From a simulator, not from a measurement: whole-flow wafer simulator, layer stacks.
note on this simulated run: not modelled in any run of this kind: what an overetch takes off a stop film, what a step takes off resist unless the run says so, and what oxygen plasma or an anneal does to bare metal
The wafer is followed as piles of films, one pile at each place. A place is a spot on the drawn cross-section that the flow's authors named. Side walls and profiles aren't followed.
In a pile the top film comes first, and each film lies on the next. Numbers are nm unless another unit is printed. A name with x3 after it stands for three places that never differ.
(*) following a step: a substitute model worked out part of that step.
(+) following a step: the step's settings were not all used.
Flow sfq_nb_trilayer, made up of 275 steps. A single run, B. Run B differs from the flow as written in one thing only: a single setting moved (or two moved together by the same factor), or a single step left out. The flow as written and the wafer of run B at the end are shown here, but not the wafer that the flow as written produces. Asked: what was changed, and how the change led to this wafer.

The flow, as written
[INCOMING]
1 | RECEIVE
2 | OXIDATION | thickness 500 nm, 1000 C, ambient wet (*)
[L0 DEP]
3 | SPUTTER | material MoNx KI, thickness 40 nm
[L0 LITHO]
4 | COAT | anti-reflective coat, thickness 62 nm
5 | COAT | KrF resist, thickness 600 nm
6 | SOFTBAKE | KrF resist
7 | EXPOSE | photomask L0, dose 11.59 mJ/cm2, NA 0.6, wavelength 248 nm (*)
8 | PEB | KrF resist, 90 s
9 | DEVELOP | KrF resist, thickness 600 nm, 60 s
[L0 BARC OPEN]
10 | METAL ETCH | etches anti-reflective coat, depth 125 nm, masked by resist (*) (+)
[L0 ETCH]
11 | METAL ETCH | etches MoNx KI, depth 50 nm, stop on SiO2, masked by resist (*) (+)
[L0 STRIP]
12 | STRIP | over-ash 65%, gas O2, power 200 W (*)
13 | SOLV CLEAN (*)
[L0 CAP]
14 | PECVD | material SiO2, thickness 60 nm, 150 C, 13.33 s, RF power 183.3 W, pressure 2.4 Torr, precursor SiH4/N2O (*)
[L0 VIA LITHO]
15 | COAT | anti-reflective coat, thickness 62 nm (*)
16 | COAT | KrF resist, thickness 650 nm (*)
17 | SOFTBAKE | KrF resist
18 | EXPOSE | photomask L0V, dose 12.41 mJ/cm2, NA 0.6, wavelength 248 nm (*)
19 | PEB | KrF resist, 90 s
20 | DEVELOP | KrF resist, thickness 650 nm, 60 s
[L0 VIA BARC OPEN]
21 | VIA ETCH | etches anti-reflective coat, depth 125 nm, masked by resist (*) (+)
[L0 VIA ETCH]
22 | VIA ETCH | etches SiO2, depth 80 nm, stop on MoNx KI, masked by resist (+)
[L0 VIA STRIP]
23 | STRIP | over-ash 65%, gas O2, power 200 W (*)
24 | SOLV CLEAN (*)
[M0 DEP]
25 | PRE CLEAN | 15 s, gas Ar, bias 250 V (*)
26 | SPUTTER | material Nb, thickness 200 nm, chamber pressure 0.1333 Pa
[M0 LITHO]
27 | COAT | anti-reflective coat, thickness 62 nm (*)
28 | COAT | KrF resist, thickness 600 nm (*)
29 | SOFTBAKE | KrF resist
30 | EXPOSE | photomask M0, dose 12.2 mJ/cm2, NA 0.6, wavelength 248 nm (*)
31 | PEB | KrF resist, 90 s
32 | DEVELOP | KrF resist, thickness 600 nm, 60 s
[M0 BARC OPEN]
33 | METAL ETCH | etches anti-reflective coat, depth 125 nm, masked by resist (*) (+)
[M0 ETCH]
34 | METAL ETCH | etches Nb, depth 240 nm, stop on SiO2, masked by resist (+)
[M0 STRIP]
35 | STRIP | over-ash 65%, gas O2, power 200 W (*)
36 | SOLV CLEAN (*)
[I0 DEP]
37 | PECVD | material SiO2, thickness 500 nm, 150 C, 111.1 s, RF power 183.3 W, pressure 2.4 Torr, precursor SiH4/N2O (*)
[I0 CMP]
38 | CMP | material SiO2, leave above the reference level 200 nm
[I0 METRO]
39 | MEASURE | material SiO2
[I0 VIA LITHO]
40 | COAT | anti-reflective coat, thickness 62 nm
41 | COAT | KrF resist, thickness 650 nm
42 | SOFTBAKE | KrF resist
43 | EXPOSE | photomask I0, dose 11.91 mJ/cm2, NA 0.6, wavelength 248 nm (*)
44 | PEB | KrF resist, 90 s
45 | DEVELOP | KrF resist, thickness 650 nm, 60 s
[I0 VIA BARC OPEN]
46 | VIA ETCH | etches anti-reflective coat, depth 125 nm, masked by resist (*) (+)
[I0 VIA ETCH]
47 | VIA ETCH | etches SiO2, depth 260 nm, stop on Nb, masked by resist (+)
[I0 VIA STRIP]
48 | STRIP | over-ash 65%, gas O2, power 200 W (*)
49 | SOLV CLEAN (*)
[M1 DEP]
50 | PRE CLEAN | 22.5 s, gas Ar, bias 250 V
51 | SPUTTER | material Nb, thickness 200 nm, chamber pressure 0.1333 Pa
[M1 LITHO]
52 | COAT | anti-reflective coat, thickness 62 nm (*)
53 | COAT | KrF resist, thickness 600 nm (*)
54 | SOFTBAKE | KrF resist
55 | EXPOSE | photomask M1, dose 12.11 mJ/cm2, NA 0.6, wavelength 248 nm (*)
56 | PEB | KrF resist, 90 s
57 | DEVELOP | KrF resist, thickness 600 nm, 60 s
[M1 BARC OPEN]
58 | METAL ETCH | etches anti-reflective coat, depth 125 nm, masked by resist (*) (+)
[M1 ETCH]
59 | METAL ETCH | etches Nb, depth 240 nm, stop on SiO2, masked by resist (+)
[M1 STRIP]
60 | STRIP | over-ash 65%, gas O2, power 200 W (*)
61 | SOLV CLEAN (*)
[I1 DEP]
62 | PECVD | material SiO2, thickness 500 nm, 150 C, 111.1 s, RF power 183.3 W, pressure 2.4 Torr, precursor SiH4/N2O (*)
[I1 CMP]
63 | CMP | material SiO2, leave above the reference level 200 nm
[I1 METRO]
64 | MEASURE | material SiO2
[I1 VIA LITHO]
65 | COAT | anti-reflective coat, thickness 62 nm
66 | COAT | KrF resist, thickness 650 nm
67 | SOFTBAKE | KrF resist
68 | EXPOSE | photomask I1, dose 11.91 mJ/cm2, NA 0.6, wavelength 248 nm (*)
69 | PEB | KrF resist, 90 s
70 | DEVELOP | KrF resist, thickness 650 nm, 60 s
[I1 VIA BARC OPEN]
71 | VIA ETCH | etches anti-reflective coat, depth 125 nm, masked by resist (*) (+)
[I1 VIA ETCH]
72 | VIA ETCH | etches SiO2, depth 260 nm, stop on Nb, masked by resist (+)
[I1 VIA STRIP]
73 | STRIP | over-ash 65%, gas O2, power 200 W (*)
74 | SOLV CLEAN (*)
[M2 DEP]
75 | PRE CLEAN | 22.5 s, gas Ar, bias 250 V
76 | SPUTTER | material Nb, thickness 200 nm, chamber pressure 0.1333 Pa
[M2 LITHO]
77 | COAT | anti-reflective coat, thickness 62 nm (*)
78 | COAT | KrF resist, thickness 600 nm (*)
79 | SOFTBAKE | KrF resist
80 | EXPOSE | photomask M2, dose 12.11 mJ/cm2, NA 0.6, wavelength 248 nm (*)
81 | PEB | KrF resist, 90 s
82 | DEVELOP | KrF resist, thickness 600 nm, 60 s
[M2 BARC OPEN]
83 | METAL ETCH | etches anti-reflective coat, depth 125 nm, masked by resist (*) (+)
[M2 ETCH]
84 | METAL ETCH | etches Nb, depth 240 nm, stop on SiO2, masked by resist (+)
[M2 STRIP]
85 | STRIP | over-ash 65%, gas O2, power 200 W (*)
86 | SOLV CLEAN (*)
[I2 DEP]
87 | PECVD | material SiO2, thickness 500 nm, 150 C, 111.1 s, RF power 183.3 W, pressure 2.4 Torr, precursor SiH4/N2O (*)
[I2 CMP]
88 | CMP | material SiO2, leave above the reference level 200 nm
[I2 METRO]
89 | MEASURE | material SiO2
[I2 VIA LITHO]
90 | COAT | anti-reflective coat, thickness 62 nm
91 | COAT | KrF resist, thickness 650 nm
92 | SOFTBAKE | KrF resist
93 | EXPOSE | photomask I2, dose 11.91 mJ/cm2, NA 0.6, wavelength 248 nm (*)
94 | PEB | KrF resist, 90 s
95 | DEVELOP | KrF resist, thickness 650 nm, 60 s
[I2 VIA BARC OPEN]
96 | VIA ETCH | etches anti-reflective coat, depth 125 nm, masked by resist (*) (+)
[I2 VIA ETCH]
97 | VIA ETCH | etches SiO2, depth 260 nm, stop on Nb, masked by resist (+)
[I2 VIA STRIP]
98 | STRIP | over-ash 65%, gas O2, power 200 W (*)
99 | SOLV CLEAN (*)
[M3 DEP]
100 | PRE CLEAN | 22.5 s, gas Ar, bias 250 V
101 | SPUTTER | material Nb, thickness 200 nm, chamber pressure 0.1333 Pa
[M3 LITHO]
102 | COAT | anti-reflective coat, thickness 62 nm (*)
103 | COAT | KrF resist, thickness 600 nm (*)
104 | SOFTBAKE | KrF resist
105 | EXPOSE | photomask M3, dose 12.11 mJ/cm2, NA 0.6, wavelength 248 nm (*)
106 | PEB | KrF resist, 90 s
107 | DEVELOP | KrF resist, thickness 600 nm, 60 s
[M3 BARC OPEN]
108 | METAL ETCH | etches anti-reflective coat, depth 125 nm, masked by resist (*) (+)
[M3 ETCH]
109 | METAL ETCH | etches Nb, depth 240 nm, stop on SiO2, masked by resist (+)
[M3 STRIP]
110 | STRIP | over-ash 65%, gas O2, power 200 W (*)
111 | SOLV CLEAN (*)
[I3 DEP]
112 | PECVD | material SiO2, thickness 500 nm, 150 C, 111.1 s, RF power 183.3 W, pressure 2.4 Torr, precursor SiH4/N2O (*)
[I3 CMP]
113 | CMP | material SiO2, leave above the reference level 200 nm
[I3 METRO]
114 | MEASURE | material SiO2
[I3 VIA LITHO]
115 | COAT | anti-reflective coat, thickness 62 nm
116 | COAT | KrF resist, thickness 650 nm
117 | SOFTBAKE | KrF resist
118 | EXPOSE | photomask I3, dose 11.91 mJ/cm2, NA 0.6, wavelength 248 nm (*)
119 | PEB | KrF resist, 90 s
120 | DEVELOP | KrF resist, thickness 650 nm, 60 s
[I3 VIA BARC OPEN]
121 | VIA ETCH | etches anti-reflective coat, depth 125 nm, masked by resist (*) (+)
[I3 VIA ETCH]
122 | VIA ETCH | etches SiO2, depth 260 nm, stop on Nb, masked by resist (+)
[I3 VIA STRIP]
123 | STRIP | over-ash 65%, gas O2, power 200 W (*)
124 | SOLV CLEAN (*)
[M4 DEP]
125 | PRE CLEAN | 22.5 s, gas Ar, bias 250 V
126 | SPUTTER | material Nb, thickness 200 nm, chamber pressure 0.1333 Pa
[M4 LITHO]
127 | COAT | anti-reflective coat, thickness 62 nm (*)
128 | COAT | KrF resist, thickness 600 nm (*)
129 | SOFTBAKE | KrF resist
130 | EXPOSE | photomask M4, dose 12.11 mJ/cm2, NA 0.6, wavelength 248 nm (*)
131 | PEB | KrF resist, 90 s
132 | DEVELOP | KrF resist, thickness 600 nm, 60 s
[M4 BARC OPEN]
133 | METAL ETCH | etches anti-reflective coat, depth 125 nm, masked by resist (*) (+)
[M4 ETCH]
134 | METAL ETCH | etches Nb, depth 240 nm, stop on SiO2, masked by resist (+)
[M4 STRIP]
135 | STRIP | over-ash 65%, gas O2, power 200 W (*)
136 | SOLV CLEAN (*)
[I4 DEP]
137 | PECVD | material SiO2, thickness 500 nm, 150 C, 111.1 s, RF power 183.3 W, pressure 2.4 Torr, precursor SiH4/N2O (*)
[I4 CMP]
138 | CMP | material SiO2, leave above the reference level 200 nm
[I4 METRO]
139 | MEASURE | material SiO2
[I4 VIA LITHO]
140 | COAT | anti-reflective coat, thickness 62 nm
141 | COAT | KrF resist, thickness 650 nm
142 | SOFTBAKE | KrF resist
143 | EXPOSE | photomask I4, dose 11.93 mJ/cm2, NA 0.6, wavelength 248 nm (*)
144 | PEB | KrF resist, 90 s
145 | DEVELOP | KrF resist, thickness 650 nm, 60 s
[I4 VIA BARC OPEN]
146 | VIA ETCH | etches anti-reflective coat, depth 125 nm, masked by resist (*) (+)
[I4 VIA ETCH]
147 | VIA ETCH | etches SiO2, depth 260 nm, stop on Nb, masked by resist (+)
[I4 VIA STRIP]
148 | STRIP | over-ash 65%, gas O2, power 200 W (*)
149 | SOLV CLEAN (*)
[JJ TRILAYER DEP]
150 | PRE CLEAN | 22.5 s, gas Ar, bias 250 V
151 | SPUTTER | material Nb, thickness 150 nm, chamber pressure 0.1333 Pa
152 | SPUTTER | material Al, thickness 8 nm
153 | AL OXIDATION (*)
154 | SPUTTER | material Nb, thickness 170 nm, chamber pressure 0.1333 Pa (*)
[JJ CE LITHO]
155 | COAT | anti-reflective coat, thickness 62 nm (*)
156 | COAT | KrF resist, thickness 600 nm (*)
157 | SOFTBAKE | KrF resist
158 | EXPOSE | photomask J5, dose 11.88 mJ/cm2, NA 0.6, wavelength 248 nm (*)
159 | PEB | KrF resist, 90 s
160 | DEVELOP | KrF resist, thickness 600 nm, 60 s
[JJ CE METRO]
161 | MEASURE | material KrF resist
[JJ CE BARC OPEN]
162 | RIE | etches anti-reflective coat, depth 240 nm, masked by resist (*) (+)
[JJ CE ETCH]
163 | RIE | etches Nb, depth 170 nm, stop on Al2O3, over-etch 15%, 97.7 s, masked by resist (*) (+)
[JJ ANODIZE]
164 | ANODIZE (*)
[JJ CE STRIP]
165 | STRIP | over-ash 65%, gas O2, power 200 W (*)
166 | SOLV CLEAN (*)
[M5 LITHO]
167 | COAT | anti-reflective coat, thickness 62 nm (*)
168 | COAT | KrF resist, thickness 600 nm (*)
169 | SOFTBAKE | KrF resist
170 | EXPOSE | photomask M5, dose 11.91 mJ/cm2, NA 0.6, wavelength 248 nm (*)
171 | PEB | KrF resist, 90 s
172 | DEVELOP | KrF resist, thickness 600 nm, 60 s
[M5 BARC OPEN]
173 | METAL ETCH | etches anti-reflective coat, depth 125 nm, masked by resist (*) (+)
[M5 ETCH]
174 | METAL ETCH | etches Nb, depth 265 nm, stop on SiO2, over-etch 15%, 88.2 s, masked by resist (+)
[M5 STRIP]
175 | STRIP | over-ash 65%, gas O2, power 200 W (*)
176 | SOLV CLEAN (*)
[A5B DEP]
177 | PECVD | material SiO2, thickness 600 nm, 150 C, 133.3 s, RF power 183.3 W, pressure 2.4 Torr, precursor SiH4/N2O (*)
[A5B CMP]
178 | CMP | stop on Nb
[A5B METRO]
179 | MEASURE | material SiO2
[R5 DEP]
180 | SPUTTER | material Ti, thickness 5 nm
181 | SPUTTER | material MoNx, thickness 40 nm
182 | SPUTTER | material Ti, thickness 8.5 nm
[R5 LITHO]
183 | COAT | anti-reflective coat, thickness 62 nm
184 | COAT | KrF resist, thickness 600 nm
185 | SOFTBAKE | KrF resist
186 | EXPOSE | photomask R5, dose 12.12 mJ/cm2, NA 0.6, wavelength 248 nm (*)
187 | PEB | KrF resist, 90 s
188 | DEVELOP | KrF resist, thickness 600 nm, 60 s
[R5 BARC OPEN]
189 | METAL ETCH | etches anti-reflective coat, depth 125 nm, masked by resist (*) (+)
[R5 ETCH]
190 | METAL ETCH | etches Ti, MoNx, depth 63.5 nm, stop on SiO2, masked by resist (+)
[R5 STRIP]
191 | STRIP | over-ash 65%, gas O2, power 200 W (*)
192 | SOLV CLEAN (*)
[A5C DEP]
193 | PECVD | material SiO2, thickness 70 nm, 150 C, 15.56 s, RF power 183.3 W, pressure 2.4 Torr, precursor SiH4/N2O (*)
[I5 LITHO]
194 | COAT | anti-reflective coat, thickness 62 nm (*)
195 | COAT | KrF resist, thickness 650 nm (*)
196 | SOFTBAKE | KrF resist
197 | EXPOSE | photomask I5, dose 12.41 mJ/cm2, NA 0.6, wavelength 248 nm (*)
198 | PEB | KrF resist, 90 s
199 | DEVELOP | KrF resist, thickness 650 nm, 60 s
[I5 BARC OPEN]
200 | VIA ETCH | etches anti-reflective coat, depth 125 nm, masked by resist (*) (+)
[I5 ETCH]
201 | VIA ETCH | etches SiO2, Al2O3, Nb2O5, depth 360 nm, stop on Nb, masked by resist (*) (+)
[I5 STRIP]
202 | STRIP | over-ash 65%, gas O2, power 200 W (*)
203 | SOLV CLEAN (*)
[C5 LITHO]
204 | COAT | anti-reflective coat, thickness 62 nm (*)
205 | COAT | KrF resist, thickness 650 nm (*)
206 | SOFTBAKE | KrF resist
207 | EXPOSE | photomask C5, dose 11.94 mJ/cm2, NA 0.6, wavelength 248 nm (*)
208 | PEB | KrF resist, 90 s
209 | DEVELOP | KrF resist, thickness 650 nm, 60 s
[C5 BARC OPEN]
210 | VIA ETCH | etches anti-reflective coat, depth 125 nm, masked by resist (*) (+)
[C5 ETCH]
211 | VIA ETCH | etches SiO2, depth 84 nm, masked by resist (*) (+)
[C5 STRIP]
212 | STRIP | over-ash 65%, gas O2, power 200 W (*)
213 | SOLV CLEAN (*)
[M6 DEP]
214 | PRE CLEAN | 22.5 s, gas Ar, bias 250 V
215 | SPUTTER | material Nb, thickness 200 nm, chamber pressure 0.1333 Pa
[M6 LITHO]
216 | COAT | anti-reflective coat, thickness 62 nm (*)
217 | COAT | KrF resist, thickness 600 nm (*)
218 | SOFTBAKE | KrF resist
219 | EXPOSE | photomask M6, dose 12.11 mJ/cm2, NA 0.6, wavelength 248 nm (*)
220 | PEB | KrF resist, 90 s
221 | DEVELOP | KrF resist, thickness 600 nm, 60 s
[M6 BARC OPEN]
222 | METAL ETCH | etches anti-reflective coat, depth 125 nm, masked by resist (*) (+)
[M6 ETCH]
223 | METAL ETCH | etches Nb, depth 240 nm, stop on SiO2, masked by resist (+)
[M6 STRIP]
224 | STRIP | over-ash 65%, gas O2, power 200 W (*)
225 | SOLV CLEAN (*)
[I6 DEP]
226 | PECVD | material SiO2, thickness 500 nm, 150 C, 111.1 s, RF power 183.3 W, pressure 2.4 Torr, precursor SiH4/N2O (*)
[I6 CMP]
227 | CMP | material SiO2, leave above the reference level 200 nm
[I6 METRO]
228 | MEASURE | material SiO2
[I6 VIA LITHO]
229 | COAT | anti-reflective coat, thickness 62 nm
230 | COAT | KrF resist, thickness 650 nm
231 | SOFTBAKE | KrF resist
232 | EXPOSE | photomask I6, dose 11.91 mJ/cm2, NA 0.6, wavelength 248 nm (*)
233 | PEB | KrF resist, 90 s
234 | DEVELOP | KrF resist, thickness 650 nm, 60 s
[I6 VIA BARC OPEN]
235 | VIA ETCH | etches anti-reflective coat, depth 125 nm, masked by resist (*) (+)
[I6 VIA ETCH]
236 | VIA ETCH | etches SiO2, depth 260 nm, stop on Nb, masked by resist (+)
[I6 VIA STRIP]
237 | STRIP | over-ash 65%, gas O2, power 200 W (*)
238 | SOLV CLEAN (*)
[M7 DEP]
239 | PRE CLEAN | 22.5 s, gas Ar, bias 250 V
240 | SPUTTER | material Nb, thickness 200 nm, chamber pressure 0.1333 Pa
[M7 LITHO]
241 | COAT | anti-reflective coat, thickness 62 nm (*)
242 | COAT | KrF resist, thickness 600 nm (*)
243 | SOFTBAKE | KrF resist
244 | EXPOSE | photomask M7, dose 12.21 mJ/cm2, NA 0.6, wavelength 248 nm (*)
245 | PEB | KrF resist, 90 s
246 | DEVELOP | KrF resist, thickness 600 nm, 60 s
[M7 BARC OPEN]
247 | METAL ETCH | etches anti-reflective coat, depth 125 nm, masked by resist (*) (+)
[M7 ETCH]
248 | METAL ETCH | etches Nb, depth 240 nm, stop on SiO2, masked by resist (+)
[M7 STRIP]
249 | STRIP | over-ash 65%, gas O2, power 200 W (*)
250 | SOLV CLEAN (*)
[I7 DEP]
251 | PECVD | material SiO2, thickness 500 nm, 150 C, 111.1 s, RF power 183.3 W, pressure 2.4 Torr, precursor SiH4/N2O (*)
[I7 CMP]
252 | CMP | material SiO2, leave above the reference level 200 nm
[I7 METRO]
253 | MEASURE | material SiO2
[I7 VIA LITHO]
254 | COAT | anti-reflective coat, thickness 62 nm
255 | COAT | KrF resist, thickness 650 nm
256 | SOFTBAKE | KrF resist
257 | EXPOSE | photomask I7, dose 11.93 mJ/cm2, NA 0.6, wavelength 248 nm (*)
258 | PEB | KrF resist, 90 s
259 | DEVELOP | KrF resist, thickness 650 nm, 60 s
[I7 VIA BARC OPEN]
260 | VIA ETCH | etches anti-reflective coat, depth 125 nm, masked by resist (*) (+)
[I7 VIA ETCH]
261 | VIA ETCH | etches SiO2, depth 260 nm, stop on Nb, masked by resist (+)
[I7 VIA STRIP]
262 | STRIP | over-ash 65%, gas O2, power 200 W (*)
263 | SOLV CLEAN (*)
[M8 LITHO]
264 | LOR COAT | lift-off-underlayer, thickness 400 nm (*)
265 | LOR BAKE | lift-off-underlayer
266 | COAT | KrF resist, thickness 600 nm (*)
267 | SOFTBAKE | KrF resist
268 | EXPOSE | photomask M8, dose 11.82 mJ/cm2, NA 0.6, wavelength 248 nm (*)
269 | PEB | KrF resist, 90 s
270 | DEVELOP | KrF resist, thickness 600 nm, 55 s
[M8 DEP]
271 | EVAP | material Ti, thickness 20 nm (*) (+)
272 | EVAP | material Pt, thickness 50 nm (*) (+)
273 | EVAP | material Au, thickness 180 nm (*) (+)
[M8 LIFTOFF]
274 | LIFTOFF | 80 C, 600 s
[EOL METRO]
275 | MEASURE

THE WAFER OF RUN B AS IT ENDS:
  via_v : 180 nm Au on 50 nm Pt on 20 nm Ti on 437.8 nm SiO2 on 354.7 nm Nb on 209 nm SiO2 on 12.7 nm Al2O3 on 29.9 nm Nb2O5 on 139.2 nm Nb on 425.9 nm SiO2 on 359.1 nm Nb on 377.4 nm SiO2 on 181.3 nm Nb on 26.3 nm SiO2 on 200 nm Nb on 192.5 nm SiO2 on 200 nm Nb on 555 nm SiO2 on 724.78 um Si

The reason: step 72, VIA ETCH: depth 166 nm was run, while the flow as written has depth 260 nm.

How this came from the change, step by step:
  72 | VIA ETCH | etches SiO2, depth 260 nm, stop on Nb, masked by resist (+)
      via_v: -166 SiO2 (as written it would have been: -199.8 SiO2 (all of it))
      field_l, v_sur, via_wl and 102 more: -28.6 KrF resist (as written it would have been: -44.8 KrF resist)
  73 | STRIP | over-ash 65%, gas O2, power 200 W (*)
      field_l, v_sur, via_wl and 102 more: -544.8 KrF resist (all of it), -62 anti-reflective coat (all of it) (as written it would have been: -528.6 KrF resist (all of it), -62 anti-reflective coat (all of it))
  75 | PRE CLEAN | 22.5 s, gas Ar, bias 250 V
      via_v: -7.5 SiO2 (as written it would have been: -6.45 Nb)
  76 | SPUTTER | material Nb, thickness 200 nm, chamber pressure 0.1333 Pa
      via_v: +181.3 Nb (new film) (as written it would have been: +174.5 Nb)
  77 | COAT | anti-reflective coat, thickness 62 nm (*)
      via_v: +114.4 anti-reflective coat (new film) (as written it would have been: +123.1 anti-reflective coat (new film))
  78 | COAT | KrF resist, thickness 600 nm (*)
      via_v: +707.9 KrF resist (new film) (as written it would have been: +733.7 KrF resist (new film))
  85 | STRIP | over-ash 65%, gas O2, power 200 W (*)
      via_v: -490 KrF resist (all of it), -114.4 anti-reflective coat (all of it) (as written it would have been: -515.8 KrF resist (all of it), -123.1 anti-reflective coat (all of it))
  87 | PECVD | material SiO2, thickness 500 nm, 150 C, 111.1 s, RF power 183.3 W, pressure 2.4 Torr, precursor SiH4/N2O (*)
      via_v: +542 SiO2 (new film) (as written it would have been: +606 SiO2 (new film))
  88 | CMP | material SiO2, leave above the reference level 200 nm
      via_v: -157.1 SiO2 (as written it would have been: -181.6 SiO2)
If metal films that touch count as one body, via_v has 7 bodies (between them, from the top down: SiO2 437.8; SiO2 209 / Al2O3 12.7 / Nb2O5 29.9; SiO2 425.9; SiO2 377.4; SiO2 26.3; SiO2 192.5); the flow as written gives 6 bodies (between them, from the top down: SiO2 437.8; SiO2 209 / Al2O3 12.7 / Nb2O5 29.9; SiO2 425.9; SiO2 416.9; SiO2 192.5).
